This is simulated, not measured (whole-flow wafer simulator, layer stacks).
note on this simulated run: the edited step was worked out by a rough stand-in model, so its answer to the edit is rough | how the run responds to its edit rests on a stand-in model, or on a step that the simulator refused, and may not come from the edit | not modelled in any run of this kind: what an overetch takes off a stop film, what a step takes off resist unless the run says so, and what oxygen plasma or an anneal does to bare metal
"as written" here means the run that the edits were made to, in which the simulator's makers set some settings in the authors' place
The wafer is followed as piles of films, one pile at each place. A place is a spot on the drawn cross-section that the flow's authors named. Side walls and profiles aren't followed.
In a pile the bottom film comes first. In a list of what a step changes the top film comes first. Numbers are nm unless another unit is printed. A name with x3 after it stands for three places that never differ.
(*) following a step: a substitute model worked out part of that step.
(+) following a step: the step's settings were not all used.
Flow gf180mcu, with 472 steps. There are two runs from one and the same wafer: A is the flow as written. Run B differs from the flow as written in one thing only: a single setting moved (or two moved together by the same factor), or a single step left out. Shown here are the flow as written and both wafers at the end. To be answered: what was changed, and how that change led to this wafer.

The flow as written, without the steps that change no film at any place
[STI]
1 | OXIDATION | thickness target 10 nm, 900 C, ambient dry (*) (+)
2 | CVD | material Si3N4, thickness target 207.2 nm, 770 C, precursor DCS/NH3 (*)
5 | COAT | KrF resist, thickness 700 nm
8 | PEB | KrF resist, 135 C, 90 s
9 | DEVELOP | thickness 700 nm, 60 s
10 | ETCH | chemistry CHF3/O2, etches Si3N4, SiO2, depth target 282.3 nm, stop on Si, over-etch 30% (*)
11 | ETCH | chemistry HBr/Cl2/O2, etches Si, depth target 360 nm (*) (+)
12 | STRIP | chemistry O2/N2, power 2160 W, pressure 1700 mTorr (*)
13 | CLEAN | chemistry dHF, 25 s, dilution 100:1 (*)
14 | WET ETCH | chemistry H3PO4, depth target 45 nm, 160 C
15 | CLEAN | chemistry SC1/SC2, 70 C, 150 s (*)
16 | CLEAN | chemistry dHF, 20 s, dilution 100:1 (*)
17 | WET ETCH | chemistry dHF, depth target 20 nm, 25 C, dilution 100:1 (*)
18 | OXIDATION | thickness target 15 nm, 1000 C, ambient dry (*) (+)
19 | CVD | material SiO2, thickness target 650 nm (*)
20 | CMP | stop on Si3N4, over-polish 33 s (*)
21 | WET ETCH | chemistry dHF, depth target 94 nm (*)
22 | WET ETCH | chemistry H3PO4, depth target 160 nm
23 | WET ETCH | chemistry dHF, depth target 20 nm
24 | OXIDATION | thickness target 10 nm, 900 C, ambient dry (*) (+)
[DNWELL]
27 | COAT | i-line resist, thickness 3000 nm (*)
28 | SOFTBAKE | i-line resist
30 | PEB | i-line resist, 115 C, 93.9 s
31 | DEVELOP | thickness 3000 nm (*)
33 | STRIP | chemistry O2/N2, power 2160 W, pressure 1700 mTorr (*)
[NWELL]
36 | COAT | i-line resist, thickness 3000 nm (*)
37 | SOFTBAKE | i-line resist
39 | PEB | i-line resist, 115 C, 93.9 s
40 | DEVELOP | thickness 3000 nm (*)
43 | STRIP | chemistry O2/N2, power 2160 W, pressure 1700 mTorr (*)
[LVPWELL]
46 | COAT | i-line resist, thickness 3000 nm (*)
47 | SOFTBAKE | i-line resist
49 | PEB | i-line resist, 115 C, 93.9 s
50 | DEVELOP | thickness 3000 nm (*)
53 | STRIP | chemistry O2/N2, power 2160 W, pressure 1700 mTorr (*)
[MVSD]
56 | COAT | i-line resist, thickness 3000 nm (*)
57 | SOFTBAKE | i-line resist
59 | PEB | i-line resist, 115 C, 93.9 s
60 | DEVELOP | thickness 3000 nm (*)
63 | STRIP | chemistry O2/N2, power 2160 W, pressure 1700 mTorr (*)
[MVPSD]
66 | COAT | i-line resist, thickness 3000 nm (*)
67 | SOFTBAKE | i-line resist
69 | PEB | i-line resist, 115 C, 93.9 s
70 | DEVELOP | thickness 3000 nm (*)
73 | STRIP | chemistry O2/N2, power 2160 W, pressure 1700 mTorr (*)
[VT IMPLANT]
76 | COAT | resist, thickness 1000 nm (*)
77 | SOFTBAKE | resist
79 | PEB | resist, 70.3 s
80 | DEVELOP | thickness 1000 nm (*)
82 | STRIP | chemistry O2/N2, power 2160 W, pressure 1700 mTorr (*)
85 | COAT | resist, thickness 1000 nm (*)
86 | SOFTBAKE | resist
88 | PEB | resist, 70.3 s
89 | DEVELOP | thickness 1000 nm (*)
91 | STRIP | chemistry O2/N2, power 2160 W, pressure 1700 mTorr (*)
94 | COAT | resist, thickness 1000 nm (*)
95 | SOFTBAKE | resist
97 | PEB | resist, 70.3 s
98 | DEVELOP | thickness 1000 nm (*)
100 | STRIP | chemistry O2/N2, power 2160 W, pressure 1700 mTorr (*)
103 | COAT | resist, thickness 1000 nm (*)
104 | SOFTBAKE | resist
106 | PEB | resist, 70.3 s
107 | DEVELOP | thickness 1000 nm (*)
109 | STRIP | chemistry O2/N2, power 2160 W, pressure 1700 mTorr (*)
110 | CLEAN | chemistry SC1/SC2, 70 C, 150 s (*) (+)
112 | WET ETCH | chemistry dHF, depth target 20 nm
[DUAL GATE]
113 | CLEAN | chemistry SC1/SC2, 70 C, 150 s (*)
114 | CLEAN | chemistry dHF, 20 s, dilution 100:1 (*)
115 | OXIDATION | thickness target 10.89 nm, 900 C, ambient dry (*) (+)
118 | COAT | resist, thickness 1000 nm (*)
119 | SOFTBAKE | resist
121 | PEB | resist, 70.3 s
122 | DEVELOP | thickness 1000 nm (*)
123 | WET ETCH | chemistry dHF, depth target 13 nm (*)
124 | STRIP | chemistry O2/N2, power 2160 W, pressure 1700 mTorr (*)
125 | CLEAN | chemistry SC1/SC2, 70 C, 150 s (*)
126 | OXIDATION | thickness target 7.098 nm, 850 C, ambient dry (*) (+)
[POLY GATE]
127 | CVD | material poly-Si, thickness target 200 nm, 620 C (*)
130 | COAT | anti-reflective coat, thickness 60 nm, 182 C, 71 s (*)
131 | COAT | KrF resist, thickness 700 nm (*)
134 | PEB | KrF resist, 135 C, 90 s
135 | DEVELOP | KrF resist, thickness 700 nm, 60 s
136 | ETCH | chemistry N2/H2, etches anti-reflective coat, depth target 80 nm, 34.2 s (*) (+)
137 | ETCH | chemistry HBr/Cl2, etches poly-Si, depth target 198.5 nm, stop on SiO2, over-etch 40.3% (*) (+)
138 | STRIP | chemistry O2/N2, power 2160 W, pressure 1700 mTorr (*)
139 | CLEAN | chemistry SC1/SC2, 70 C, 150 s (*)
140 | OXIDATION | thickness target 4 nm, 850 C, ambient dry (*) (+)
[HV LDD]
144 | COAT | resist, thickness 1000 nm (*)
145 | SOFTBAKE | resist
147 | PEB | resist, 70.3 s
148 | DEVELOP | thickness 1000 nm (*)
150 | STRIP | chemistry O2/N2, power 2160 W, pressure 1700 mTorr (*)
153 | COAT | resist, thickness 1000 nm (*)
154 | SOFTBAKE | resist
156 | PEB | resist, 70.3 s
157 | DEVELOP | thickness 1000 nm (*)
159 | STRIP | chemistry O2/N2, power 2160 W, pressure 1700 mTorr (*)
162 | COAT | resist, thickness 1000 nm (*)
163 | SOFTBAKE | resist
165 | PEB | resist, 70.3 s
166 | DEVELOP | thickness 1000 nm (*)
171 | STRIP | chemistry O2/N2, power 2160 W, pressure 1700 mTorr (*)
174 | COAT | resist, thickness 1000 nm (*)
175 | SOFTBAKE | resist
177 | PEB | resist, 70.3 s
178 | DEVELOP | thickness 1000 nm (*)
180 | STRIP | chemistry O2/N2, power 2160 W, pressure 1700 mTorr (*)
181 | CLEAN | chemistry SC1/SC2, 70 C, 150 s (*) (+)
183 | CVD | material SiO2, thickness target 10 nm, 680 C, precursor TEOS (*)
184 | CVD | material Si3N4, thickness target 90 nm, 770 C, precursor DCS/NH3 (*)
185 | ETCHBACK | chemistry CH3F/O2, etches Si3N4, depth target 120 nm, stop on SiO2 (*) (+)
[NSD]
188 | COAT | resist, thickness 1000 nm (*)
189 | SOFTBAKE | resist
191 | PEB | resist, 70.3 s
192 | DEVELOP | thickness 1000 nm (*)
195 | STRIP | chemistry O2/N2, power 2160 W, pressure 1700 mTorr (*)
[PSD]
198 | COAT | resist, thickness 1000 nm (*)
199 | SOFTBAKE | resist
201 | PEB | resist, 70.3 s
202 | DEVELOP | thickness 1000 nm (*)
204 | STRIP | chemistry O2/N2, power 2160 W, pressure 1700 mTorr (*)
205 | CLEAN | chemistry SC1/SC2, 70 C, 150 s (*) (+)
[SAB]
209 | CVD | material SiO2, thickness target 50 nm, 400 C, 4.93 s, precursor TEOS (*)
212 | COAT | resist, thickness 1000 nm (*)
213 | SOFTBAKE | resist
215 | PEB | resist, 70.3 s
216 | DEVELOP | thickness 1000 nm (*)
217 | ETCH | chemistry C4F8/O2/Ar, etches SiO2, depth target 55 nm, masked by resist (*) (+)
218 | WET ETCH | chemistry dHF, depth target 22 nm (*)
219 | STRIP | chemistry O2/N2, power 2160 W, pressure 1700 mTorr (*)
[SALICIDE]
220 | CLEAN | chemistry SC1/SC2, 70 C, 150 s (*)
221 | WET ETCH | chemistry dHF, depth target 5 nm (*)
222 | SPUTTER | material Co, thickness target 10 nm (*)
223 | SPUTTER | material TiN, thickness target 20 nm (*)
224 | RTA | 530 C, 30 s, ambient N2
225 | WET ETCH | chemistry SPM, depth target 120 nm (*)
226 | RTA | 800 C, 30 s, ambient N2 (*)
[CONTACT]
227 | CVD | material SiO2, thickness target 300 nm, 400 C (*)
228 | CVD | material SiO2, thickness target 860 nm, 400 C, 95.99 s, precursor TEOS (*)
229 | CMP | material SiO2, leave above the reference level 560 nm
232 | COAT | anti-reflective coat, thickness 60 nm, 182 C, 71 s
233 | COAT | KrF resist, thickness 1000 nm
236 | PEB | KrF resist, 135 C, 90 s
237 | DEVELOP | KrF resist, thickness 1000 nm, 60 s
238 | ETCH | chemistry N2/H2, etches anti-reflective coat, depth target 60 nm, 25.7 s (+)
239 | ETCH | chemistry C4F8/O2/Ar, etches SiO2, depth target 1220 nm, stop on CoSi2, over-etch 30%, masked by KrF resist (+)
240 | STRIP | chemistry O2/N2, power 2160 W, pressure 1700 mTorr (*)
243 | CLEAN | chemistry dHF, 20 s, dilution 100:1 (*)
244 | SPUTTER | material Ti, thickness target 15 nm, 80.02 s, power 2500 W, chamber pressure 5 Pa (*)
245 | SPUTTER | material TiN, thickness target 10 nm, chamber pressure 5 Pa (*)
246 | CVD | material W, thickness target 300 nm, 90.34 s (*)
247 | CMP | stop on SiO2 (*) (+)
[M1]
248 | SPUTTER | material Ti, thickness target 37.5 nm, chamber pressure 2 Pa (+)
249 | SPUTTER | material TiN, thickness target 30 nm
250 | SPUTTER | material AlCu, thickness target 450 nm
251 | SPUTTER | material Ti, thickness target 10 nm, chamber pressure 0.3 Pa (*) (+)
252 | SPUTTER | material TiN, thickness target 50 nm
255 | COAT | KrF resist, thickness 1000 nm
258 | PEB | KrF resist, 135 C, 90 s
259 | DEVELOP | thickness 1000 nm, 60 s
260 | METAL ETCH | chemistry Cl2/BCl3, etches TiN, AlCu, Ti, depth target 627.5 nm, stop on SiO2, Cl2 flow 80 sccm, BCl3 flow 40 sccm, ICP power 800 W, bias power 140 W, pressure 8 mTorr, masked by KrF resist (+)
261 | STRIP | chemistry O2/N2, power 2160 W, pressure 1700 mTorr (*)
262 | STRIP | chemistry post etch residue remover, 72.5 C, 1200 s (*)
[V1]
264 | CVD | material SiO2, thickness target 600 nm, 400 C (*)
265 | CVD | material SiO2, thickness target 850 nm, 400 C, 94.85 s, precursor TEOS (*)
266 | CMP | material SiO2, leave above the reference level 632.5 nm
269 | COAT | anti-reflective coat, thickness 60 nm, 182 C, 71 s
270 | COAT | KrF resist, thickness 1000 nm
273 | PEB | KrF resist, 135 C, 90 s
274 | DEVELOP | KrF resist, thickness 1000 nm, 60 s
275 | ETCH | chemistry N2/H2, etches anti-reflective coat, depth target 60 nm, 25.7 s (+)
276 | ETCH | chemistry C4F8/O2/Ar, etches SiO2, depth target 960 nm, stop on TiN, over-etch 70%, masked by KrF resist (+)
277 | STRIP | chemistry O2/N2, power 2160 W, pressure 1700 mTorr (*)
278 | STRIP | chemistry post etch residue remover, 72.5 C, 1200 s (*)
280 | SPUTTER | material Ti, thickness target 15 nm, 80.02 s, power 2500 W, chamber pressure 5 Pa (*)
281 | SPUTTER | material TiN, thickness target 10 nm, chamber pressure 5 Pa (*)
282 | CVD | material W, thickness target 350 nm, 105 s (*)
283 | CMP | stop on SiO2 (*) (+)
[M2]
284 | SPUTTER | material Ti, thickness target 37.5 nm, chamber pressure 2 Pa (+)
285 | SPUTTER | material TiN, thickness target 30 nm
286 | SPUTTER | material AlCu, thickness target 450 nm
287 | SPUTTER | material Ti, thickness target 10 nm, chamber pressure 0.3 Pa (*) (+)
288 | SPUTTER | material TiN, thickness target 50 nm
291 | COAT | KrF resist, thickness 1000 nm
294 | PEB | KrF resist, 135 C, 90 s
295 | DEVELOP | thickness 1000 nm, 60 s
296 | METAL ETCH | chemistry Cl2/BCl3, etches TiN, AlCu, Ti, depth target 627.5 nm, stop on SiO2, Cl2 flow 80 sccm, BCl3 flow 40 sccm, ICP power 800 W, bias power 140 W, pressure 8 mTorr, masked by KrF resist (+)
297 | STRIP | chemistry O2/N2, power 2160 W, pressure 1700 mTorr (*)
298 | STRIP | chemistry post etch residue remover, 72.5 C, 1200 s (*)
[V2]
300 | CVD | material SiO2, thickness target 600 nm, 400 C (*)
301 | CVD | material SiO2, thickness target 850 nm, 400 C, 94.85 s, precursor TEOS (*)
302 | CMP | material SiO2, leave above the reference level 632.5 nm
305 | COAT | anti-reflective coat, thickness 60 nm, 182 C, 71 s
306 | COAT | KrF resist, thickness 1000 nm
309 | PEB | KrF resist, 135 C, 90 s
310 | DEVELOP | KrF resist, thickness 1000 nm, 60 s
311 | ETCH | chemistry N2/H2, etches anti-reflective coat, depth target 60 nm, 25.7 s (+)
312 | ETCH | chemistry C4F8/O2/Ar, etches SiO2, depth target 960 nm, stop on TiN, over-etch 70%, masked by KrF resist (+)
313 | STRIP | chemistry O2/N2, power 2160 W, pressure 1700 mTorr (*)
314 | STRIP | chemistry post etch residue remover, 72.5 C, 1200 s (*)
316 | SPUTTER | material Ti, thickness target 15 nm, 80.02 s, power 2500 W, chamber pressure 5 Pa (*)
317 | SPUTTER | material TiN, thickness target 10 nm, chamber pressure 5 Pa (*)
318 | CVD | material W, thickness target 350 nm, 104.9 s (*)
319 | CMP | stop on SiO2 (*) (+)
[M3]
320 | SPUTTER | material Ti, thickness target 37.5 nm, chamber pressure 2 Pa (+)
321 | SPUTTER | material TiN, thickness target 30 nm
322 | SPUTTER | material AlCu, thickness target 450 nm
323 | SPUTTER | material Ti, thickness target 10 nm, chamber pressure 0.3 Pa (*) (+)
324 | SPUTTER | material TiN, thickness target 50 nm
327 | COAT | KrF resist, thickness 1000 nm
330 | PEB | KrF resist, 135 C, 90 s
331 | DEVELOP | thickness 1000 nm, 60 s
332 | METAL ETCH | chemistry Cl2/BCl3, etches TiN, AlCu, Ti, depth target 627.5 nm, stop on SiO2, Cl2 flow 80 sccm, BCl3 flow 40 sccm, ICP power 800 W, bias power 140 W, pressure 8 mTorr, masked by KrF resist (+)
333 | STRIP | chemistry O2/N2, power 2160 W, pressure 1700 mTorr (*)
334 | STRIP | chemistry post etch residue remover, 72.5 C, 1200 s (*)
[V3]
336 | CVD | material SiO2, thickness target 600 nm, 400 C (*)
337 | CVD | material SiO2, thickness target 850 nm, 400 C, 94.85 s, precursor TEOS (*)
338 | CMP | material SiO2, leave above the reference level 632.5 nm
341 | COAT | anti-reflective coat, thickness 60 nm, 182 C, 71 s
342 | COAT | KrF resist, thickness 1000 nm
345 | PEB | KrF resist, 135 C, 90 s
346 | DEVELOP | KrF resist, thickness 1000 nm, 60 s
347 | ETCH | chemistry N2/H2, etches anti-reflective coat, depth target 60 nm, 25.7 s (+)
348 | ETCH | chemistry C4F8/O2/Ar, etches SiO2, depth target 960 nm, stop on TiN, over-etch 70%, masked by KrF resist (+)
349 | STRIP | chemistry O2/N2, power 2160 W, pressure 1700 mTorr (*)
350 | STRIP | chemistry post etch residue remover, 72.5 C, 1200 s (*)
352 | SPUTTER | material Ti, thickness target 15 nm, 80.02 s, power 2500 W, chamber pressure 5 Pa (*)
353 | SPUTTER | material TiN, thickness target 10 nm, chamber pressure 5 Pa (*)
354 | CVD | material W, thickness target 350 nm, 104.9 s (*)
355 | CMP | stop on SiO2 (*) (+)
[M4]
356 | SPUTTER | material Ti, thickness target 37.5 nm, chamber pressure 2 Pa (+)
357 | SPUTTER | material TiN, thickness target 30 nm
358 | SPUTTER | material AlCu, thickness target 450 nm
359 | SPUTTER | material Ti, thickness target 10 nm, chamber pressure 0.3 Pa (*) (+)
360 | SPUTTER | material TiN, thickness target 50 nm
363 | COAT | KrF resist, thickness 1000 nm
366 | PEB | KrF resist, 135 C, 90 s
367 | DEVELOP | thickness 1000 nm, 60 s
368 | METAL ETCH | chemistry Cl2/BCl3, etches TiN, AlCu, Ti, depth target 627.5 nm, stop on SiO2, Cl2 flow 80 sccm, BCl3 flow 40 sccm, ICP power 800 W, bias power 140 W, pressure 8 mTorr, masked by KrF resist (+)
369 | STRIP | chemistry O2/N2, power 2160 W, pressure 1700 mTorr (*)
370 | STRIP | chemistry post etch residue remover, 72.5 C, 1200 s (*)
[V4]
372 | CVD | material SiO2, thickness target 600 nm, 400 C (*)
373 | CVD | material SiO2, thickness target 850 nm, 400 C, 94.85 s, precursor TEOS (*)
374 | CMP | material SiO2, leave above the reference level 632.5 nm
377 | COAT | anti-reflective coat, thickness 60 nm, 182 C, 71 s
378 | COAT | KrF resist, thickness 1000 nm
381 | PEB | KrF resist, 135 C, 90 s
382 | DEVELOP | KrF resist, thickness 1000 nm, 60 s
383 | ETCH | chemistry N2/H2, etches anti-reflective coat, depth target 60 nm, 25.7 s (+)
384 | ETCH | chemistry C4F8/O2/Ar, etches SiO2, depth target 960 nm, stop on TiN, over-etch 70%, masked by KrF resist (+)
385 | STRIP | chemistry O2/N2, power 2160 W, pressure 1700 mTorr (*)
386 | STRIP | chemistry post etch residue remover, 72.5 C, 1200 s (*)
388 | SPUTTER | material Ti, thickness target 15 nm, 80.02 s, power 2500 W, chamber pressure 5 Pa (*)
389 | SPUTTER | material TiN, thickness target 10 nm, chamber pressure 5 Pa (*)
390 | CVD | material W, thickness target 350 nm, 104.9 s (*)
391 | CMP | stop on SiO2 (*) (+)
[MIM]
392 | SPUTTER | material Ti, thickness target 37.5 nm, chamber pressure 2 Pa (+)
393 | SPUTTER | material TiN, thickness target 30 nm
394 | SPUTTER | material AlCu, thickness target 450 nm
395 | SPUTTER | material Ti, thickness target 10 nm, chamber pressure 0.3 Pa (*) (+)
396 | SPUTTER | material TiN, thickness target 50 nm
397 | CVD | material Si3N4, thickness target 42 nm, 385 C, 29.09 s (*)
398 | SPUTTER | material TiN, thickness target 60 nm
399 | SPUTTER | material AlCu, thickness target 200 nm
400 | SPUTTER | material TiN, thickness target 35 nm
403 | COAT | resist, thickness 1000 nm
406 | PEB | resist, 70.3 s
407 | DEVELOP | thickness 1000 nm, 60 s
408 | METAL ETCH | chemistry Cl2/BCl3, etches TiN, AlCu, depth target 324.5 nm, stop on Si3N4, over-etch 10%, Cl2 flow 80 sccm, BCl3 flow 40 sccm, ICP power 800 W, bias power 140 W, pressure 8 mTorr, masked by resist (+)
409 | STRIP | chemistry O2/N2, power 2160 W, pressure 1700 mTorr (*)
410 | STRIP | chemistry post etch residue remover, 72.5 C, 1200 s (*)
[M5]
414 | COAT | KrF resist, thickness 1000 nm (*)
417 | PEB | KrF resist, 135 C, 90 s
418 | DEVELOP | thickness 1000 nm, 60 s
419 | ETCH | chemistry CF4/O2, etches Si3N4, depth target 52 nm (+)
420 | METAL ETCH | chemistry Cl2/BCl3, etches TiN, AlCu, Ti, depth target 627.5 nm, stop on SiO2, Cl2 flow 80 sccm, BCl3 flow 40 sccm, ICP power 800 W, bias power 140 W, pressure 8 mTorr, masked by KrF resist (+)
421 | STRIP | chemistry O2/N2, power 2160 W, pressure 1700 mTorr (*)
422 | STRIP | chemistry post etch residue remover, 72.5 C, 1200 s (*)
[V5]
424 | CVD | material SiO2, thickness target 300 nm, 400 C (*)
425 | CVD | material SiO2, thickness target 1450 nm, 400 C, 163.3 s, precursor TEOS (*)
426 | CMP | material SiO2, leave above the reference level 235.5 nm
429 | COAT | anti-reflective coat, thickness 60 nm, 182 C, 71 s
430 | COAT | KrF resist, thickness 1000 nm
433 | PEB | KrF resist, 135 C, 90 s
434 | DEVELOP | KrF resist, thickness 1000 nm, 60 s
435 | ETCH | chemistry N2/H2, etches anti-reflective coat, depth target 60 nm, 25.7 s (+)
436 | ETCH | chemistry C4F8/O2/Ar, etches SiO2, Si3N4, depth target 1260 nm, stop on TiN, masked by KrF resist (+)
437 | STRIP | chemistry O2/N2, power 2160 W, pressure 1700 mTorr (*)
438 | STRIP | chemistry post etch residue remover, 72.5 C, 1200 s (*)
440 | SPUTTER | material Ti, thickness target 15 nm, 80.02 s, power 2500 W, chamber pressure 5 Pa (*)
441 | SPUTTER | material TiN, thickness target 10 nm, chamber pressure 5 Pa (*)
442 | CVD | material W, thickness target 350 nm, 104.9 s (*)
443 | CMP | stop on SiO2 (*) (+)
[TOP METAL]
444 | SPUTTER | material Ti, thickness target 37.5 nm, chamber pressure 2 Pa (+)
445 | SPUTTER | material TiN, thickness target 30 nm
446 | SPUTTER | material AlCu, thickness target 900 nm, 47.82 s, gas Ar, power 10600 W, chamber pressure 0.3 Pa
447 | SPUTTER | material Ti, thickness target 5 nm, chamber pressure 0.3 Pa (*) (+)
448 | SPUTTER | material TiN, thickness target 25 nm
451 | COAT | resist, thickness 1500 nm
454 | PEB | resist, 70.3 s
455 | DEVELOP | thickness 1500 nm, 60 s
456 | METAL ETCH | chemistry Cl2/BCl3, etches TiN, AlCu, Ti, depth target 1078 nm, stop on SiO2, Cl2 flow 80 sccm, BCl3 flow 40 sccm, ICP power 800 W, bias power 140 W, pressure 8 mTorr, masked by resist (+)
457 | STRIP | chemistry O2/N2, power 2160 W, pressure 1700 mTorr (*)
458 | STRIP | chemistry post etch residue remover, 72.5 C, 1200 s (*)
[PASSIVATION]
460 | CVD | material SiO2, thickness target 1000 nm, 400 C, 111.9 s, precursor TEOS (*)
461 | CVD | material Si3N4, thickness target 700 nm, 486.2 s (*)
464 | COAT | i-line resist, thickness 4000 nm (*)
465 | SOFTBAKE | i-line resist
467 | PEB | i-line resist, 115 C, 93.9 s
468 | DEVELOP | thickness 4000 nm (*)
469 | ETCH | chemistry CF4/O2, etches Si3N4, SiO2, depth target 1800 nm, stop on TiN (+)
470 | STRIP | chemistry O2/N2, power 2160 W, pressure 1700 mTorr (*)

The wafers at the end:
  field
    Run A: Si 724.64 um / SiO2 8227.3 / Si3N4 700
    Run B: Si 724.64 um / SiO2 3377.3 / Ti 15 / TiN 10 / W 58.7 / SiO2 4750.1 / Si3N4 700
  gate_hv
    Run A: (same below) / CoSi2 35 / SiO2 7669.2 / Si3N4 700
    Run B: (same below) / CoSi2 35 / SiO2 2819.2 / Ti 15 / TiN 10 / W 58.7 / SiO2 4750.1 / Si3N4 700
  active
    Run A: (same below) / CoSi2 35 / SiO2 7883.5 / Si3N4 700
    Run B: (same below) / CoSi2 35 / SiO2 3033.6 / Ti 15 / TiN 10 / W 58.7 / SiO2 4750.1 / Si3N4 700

The reason: step 301, CVD: thickness target 425 nm was run, whereas the flow has thickness target 850 nm; step 301, CVD: 47.43 s was run, where the flow has 94.85 s.

How this came from the change, step by step:
  301 | CVD | material SiO2, thickness target 850 nm, 400 C, 94.85 s, precursor TEOS (*)
      field, field__w1, field__w2 and 108 more: A SiO2 gains 850 | B SiO2 gains 434.1
  302 | CMP | material SiO2, leave above the reference level 632.5 nm
      field, field__w1, field__w2 and 103 more: A SiO2 loses 300 | B nothing
      field__w8, contact, m1, m1__w1, m1_nw: A SiO2 loses 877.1 | B SiO2 loses 461.1
  305 | COAT | anti-reflective coat, thickness 60 nm, 182 C, 71 s
      nw_enc_fld_lv, nw_enc_fld_lv__w3: A anti-reflective coat gains 60 (new film) | B anti-reflective coat gains 50.9 (new film)
      field: A anti-reflective coat gains 60 (new film) | B anti-reflective coat gains 106.5 (new film)
      (as well as at 17 more places)
  306 | COAT | KrF resist, thickness 1000 nm
      field__w1: A KrF resist gains 1000 (new film) | B KrF resist gains 978 (new film)
      n_well: A KrF resist gains 1000 (new film) | B KrF resist gains 969.1 (new film)
      (as well as at 9 more places)
  309 | PEB | KrF resist, 135 C, 90 s
      polyc_n, polyc_n_rim: A KrF resist loses 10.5 | B KrF resist loses 11.5
      contact: A KrF resist loses 10.5 | B KrF resist loses 9.69
      (as well as at 2 more places)
  310 | DEVELOP | KrF resist, thickness 1000 nm, 60 s
      contact: A KrF resist loses 989.5 (all of it) | B KrF resist loses 935.9 (all of it)
  311 | ETCH | chemistry N2/H2, etches anti-reflective coat, depth target 60 nm, 25.7 s (+)
      contact: A anti-reflective coat loses 60 (all of it), SiO2 loses 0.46 | B anti-reflective coat loses 22.8 (all of it), SiO2 loses 1.42
  313 | STRIP | chemistry O2/N2, power 2160 W, pressure 1700 mTorr (*)
      field: A KrF resist loses 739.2 (all of it), anti-reflective coat loses 60 (all of it) | B KrF resist loses 721.2 (all of it), anti-reflective coat loses 106.5 (all of it)
      field__w1: A KrF resist loses 739.2 (all of it), anti-reflective coat loses 60 (all of it) | B KrF resist loses 717.5 (all of it), anti-reflective coat loses 86.1 (all of it)
      (as well as at 17 more places)
  316 | SPUTTER | material Ti, thickness target 15 nm, 80.02 s, power 2500 W, chamber pressure 5 Pa (*)
      contact: A Ti gains 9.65 (new film) | B Ti gains 10.3 (new film)
  318 | CVD | material W, thickness target 350 nm, 104.9 s (*)
      contact: A W gains 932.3 (new film) | B W gains 815.2 (new film)
  319 | CMP | stop on SiO2 (*) (+)
      field, field__w1, field__w2 and 103 more: A W loses 350 (all of it), TiN loses 10 (all of it), Ti loses 15 (all of it), SiO2 loses 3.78 | B W loses 279.1
      field__w8, m1, m1__w1, m1_nw: A W loses 350 (all of it), TiN loses 10 (all of it), Ti loses 15 (all of it), SiO2 loses 3.78 | B W loses 350 (all of it), TiN loses 10 (all of it), Ti loses 15 (all of it), SiO2 loses 20
      (as well as at 1 more place)
  332 | METAL ETCH | chemistry Cl2/BCl3, etches TiN, AlCu, Ti, depth target 627.5 nm, stop on SiO2, Cl2 flow 80 sccm, BCl3 flow 40 sccm, ICP power 800 W, bias power 140 W, pressure 8 mTorr, masked by KrF resist (+)
      field, field__w1, field__w2 and 103 more: A TiN loses 50 (all of it), Ti loses 10 (all of it), AlCu loses 450 (all of it), TiN loses 30 (all of it), Ti loses 37.5 (all of it) | B TiN loses 50 (all of it), Ti loses 10 (all of it), AlCu loses 450 (all of it), TiN loses 30 (all of it), Ti loses 37.5 (all of it), W loses 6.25
  334 | STRIP | chemistry post etch residue remover, 72.5 C, 1200 s (*)
      field, field__w1, field__w2 and 103 more: A nothing | B W loses 6.01
  336 | CVD | material SiO2, thickness target 600 nm, 400 C (*)
      field, field__w1, field__w2 and 103 more: A SiO2 gains 600 | B SiO2 gains 600 (new film)
  338 | CMP | material SiO2, leave above the reference level 632.5 nm
      field, field__w1, field__w2 and 103 more: A SiO2 loses 300 | B SiO2 loses 287.7
If metal films that touch count as one body, field has 1 body; the flow as written gives 0 bodies.
If metal films that touch count as one body, gate_hv has 2 bodies (between them, from the top down: SiO2 2819.2); the flow as written gives 1 body.
If metal films that touch count as one body, active has 2 bodies (between them, from the top down: SiO2 3033.6); the flow as written gives 1 body.
